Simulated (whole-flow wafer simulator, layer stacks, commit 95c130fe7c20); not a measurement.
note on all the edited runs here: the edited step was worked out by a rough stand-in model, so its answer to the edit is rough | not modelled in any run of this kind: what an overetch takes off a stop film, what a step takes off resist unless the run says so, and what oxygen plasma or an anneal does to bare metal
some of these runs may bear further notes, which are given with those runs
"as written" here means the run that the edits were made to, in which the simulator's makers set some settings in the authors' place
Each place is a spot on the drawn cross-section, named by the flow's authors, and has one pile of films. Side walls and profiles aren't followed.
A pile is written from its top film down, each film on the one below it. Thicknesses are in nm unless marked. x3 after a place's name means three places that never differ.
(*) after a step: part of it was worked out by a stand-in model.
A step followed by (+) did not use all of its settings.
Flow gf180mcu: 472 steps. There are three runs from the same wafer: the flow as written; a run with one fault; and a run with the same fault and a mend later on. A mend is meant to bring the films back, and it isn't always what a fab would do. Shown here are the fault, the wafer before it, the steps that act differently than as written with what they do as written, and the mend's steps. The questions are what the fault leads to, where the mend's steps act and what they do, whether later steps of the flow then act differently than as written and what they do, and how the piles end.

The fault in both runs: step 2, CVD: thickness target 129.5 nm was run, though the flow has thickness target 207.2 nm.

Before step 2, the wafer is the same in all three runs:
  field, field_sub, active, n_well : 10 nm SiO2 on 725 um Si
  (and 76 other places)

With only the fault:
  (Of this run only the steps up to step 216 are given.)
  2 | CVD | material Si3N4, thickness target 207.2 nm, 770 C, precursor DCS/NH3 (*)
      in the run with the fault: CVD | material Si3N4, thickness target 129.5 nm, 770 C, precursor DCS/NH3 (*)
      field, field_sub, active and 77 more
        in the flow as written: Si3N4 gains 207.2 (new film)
        in the run with the fault: Si3N4 gains 129.5 (new film)
  Steps further on in the flow that do not act as written (9 other steps are not shown; they differ only slightly, by no more than 2% or 0.5 nm, whichever is larger):
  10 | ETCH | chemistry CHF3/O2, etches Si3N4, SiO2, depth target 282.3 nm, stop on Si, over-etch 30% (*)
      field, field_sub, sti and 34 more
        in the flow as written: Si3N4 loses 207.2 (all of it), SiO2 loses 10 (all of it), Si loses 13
        in the run with the fault: Si3N4 loses 129.5 (all of it), SiO2 loses 10 (all of it), Si loses 28.6
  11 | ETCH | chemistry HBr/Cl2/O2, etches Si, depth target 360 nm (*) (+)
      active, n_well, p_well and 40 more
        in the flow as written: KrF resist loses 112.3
        in the run with the fault: KrF resist loses 107.1
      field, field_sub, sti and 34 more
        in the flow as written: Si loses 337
        in the run with the fault: Si loses 321.4
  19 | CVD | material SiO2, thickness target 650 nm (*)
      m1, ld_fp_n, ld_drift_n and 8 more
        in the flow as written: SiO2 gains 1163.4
        in the run with the fault: SiO2 gains 1085.7
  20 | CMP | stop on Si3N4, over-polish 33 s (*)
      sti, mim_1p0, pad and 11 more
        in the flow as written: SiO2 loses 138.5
        in the run with the fault: SiO2 loses 216.2
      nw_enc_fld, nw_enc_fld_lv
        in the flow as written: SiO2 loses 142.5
        in the run with the fault: SiO2 loses 220.2
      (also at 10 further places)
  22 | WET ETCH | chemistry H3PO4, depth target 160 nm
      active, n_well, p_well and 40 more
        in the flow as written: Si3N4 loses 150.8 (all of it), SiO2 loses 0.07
        in the run with the fault: Si3N4 loses 73.1 (all of it), SiO2 loses 0.68
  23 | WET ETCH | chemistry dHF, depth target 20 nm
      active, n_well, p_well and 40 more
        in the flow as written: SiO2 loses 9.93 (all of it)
        in the run with the fault: SiO2 loses 9.32 (all of it)
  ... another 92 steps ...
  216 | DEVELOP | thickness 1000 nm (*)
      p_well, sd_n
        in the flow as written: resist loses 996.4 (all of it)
        in the run with the fault: resist loses 920.8 (all of it)
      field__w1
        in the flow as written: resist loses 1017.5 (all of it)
        in the run with the fault: resist loses 1054.3 (all of it)
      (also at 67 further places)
  Once step 216 is done, the piles at field, field__w1, field__w2 and 68 more depart from the flow's by more than 2% or 0.5 nm, whichever is larger.
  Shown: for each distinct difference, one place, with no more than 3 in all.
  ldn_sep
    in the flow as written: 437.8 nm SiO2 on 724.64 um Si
    in the run with the fault: 360.7 nm SiO2 on 724.64 um Si
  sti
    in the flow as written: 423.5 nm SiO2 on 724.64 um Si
    in the run with the fault: 346.4 nm SiO2 on 724.64 um Si
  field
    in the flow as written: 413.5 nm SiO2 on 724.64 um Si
    in the run with the fault: 336.4 nm SiO2 on 724.63 um Si

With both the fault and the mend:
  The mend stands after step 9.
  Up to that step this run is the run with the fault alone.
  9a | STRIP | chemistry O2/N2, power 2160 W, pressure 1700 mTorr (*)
      active, n_well, p_well and 40 more
        KrF resist loses 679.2 (all of it)
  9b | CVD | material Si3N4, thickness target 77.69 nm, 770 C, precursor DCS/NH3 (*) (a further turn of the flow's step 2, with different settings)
      field, field_sub, active and 77 more
        Si3N4 gains 77.7
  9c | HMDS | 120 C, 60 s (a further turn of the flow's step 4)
      does not change any film at any place that is followed
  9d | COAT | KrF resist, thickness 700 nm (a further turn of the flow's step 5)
      field, field_sub, active and 77 more
        KrF resist gains 700 (new film)
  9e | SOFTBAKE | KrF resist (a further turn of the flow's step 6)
      does not change any film at any place that is followed
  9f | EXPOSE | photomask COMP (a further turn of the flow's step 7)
      does not change any film at any place that is followed
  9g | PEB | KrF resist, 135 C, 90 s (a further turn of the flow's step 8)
      field, field_sub, active and 77 more
        KrF resist loses 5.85
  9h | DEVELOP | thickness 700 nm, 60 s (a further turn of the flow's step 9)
      active, n_well, p_well and 40 more
        KrF resist loses 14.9
      field, field_sub, sti and 34 more
        KrF resist loses 694.2 (all of it)
  Later steps of the flow that are run all act as written at every place that is followed, up to a difference of at most 2% or 0.5 nm, whichever is larger.
  By the end, the piles equal the flow's at every place that both follow.
